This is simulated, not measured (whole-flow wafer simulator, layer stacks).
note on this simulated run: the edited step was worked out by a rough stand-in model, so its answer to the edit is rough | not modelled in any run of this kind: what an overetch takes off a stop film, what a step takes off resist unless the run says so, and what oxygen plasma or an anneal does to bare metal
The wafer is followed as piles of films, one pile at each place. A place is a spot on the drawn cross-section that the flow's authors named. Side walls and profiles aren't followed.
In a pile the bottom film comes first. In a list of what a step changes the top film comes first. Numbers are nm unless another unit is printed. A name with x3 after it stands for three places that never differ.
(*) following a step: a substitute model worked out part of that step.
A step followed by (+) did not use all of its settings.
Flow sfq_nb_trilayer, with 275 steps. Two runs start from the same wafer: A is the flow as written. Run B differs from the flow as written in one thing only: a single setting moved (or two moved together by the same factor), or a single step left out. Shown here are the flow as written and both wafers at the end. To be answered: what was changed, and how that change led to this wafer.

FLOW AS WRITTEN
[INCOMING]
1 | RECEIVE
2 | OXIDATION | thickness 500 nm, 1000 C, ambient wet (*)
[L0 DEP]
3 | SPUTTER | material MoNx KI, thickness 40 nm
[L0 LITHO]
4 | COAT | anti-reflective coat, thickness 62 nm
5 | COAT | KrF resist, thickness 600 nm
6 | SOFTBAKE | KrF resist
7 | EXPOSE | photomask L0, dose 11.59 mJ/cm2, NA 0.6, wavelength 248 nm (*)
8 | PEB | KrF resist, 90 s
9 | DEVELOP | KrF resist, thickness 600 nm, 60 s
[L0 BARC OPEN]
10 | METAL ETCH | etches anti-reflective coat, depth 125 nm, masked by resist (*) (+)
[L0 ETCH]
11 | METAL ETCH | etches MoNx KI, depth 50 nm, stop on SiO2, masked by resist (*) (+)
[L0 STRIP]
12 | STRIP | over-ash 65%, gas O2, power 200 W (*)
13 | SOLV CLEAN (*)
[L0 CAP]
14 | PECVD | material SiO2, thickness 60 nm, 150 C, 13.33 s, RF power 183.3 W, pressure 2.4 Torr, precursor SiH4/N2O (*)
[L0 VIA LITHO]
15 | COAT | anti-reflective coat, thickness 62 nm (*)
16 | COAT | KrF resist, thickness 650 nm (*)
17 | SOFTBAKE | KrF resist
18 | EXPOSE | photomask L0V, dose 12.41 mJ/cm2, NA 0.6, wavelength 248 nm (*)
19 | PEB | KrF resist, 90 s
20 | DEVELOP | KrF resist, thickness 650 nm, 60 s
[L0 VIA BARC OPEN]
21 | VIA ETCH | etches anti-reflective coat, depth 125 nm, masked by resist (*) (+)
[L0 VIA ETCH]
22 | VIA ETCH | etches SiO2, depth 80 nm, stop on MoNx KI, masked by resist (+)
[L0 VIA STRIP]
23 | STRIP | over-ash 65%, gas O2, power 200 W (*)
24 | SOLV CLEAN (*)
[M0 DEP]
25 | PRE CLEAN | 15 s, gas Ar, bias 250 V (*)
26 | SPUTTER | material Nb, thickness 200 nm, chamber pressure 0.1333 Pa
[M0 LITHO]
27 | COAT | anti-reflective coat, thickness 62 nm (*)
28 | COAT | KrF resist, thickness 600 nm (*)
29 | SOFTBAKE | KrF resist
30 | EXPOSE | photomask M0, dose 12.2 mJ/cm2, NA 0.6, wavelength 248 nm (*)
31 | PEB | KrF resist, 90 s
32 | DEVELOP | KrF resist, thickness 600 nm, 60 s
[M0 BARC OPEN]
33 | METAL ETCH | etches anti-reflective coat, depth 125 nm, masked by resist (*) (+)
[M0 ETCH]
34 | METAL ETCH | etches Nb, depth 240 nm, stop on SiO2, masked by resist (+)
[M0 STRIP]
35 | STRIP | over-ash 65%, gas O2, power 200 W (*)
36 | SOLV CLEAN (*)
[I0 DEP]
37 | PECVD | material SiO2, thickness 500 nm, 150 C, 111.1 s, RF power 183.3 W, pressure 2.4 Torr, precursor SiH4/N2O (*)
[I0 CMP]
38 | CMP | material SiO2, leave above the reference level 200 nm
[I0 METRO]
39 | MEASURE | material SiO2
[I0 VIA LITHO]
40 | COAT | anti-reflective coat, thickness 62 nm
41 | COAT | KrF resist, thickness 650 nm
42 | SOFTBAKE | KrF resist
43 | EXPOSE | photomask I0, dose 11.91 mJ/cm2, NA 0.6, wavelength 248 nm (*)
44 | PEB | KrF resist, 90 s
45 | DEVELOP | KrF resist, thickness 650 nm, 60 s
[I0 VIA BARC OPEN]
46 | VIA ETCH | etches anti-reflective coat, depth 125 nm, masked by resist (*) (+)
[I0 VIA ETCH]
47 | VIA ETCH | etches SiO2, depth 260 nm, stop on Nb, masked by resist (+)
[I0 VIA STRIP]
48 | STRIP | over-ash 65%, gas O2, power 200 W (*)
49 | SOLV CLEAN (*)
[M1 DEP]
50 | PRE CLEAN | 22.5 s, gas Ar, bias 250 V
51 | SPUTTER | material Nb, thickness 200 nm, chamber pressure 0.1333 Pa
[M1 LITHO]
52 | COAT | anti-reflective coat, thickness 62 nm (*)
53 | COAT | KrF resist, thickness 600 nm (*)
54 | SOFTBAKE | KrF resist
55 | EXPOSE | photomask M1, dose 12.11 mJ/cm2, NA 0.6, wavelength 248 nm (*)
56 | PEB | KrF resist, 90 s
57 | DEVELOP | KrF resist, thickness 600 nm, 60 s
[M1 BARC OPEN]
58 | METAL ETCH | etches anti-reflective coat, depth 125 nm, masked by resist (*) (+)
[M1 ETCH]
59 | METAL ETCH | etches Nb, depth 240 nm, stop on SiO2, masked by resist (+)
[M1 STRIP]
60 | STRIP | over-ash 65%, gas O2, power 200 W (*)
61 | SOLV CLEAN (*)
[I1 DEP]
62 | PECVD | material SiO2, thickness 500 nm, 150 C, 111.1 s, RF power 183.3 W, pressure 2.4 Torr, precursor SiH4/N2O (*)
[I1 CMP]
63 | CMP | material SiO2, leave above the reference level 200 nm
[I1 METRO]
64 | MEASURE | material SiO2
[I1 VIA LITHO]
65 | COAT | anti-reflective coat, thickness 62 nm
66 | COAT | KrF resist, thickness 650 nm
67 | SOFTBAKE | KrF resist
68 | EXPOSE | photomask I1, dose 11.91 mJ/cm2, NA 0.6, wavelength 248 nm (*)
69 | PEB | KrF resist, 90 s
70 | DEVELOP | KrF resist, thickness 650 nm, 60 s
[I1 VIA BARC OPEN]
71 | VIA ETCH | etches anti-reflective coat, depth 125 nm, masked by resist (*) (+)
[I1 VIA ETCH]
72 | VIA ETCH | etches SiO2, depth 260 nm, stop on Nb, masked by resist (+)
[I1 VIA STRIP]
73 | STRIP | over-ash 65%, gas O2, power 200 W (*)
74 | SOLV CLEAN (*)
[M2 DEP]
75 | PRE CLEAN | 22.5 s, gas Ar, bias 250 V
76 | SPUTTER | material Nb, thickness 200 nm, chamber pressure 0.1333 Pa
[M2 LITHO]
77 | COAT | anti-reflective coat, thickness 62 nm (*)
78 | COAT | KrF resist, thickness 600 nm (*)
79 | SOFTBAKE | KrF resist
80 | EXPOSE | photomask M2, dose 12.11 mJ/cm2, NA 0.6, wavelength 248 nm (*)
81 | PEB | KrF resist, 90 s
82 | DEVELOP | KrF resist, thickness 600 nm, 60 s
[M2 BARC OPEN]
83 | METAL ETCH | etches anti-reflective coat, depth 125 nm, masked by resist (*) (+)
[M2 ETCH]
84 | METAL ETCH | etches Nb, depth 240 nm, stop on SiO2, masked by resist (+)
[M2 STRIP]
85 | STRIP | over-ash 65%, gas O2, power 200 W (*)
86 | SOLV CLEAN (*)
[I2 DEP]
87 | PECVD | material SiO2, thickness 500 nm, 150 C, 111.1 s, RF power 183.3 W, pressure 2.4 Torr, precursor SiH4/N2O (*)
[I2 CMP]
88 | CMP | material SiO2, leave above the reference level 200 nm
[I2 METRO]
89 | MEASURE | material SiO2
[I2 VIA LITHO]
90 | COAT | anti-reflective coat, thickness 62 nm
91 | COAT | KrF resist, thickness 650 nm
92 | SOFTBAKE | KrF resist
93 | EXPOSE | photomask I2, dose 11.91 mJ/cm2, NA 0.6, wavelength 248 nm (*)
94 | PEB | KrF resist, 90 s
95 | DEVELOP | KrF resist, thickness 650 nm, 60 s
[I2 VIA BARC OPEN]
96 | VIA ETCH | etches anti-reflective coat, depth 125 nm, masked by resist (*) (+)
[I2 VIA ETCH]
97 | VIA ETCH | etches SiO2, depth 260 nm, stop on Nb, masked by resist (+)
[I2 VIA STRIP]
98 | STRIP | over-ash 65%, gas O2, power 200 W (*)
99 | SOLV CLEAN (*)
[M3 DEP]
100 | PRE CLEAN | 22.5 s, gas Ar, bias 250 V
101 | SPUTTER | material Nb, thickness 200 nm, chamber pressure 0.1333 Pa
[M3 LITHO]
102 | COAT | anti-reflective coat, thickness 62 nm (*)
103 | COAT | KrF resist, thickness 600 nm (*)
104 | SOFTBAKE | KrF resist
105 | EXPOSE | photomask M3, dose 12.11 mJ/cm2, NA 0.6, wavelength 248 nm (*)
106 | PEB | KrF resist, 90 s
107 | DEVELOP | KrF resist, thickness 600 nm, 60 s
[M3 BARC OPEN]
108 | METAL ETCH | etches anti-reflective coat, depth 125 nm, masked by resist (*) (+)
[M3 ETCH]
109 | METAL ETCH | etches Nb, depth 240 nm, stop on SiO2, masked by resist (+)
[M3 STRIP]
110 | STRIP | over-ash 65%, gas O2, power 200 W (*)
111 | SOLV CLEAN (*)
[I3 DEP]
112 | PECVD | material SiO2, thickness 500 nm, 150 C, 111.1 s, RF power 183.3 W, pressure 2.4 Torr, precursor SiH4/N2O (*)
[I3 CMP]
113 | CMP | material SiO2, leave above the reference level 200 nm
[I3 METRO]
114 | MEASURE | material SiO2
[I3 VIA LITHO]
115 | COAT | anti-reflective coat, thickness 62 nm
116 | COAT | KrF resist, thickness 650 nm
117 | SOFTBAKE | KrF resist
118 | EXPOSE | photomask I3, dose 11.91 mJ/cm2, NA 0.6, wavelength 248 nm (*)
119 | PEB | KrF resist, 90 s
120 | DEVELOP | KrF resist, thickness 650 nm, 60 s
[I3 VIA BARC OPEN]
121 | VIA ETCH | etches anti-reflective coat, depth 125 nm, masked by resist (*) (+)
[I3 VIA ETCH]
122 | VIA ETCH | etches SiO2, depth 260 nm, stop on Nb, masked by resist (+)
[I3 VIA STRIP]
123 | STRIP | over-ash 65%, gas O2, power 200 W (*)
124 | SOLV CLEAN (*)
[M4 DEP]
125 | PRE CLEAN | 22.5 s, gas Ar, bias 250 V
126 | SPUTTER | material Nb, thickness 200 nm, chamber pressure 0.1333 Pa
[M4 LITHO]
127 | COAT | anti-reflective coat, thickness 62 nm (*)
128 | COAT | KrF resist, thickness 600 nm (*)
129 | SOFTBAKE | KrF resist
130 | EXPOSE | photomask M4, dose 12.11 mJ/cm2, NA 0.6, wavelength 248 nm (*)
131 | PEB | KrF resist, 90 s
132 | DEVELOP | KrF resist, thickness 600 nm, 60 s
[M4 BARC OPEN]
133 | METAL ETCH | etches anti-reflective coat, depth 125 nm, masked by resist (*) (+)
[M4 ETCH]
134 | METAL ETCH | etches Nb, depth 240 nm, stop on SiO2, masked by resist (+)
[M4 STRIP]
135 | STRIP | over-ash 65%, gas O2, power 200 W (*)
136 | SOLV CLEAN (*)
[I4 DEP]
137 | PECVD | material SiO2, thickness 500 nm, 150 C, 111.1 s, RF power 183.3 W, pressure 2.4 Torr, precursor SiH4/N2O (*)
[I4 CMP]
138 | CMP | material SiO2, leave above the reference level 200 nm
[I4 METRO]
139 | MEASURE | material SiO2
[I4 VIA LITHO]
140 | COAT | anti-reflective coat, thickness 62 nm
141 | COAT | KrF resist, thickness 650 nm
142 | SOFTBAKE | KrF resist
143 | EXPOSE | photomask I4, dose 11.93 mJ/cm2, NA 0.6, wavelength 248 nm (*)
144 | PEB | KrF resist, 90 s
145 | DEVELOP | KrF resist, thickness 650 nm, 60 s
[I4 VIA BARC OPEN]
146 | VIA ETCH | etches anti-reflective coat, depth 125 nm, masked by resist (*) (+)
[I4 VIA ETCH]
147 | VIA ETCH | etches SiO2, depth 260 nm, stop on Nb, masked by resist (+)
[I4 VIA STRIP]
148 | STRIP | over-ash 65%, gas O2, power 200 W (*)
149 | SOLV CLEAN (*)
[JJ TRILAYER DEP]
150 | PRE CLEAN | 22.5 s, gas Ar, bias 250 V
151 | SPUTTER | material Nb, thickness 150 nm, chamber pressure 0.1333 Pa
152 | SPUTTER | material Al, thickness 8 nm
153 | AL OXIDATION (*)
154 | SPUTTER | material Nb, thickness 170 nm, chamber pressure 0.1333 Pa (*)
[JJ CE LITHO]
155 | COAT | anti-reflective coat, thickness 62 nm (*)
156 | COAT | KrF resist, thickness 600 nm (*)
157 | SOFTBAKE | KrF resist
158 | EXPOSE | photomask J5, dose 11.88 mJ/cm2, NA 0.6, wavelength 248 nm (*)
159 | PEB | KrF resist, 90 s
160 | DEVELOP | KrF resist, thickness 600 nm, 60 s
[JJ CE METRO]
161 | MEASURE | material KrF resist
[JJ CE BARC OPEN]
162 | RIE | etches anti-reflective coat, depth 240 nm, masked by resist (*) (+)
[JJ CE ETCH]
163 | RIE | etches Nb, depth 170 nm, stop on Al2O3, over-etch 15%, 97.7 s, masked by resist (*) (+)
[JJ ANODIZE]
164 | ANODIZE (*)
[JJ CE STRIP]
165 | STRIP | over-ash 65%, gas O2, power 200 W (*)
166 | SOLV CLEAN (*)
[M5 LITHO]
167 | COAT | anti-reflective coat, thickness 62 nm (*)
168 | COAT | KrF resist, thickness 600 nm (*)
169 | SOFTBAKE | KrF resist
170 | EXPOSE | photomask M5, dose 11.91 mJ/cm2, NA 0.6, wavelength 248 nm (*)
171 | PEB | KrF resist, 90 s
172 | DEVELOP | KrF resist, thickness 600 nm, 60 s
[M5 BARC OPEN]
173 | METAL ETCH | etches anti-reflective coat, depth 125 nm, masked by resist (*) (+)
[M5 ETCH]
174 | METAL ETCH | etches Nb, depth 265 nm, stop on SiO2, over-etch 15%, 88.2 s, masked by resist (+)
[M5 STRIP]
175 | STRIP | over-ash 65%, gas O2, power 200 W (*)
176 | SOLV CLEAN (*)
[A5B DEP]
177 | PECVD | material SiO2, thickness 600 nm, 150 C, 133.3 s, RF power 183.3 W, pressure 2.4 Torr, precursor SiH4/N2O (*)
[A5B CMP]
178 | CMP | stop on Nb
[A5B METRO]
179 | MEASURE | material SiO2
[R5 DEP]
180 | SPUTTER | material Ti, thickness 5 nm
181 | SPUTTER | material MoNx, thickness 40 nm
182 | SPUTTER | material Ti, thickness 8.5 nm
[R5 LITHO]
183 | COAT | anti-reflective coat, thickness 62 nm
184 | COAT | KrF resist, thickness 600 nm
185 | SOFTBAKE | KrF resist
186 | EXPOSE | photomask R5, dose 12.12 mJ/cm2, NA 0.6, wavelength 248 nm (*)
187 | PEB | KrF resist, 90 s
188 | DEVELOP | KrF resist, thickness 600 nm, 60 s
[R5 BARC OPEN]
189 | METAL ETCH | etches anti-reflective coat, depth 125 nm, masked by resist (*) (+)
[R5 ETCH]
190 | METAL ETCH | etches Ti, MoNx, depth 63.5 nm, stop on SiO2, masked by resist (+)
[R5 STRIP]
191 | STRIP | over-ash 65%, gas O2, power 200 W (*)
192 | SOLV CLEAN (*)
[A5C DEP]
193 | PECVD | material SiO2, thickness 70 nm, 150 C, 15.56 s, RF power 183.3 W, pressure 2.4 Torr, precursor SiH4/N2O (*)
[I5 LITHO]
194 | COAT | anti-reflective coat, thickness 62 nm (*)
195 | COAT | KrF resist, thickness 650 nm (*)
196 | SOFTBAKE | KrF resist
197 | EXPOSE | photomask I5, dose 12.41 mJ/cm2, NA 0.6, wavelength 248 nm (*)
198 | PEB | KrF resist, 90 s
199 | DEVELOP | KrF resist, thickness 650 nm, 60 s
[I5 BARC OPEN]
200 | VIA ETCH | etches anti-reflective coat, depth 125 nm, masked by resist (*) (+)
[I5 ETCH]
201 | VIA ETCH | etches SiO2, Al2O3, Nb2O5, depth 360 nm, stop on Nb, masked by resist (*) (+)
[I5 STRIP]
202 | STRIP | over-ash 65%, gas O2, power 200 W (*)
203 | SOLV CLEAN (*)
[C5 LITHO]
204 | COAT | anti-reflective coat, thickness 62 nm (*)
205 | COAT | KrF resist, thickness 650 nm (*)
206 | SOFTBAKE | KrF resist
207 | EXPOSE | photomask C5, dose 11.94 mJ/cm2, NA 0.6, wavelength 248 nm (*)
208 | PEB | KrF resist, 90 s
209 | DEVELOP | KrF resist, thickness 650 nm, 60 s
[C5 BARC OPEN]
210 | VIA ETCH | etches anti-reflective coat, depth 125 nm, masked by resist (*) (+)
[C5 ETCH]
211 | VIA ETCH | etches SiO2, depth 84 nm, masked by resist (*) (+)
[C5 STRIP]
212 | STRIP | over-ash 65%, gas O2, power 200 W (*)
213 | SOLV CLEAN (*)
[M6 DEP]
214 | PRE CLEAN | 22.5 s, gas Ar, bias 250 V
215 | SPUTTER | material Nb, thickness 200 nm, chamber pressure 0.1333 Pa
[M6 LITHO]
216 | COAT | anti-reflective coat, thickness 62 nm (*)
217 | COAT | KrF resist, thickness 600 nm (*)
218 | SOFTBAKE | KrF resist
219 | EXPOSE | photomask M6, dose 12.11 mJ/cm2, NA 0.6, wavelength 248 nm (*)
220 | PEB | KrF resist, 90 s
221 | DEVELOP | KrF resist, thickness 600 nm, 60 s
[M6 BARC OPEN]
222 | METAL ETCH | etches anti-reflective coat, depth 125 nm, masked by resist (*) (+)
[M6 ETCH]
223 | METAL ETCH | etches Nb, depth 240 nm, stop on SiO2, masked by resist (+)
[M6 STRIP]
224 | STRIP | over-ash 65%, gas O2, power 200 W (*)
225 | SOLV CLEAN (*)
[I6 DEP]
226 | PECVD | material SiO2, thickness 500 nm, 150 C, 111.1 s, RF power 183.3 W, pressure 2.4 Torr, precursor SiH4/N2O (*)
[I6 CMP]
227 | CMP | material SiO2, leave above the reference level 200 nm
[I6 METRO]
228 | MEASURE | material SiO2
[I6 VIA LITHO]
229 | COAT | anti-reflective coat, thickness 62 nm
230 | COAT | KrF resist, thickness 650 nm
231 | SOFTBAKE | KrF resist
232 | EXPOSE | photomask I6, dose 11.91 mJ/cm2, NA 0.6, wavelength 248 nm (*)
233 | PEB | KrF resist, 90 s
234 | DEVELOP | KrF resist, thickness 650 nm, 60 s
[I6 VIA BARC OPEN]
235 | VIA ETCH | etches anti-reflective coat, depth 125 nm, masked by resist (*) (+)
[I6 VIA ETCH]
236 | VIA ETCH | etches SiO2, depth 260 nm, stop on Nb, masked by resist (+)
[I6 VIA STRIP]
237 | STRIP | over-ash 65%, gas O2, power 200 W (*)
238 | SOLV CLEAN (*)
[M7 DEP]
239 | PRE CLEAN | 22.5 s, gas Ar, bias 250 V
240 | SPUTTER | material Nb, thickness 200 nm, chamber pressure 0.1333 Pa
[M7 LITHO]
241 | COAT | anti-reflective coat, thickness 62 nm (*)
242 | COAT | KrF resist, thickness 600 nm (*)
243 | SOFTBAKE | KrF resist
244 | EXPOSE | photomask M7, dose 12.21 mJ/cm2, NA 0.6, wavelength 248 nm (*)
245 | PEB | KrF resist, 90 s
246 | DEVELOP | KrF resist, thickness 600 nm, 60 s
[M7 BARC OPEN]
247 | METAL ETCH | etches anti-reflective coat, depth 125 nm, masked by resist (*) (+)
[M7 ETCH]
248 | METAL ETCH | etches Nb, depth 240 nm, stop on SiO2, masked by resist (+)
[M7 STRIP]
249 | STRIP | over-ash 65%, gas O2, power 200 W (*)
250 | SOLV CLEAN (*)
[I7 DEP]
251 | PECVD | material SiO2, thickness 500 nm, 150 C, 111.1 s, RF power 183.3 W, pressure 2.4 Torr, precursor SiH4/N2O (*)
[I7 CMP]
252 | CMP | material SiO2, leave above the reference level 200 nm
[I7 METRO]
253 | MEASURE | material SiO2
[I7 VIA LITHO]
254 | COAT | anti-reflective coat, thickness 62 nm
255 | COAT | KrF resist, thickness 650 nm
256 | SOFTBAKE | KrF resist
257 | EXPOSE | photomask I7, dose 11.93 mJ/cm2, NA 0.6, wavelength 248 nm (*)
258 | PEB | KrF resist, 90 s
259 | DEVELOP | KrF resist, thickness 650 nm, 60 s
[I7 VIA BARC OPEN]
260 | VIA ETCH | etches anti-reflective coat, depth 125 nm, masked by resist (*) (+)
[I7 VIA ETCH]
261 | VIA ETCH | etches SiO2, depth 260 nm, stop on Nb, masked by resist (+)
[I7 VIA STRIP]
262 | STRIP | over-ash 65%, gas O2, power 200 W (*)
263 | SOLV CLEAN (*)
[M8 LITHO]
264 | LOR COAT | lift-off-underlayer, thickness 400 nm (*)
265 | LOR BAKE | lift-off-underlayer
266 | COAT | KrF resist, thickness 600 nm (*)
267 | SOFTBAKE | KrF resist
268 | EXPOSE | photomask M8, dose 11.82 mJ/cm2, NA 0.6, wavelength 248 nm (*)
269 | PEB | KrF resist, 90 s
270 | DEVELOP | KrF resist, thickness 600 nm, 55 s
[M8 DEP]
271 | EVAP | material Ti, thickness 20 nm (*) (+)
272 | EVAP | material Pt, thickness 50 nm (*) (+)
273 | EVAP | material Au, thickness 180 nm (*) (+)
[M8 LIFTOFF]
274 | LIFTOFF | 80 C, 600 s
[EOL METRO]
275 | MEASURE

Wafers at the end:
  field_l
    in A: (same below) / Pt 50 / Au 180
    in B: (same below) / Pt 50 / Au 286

The reason: step 273, EVAP: thickness 286 nm was run, whereas the flow has thickness 180 nm.
The wafer lets one read it off: field_l has Au 286, and step 273 as written asks for 180 nm.

Step by step, how the change led to this:
  273 | EVAP | material Au, thickness 180 nm (*) (+)
      field_l, v_sur, via_wl and 103 more: A +180 Au (new film) | B +286 Au (new film)
  274 | LIFTOFF | 80 C, 600 s
      p4_fl, p4_fm, p4_w1 and 71 more: A -180 Au (all of it), -50 Pt (all of it), -20 Ti (all of it), -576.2 KrF resist (all of it), -400 lift-off-underlayer (all of it) | B -286 Au (all of it), -50 Pt (all of it), -20 Ti (all of it), -576.2 KrF resist (all of it), -400 lift-off-underlayer (all of it)
      c5j, ce_r: A -180 Au (all of it), -50 Pt (all of it), -20 Ti (all of it), -573.3 KrF resist (all of it), -399.3 lift-off-underlayer (all of it) | B -286 Au (all of it), -50 Pt (all of it), -20 Ti (all of it), -573.3 KrF resist (all of it), -399.3 lift-off-underlayer (all of it)
      (as well as at 19 more places)
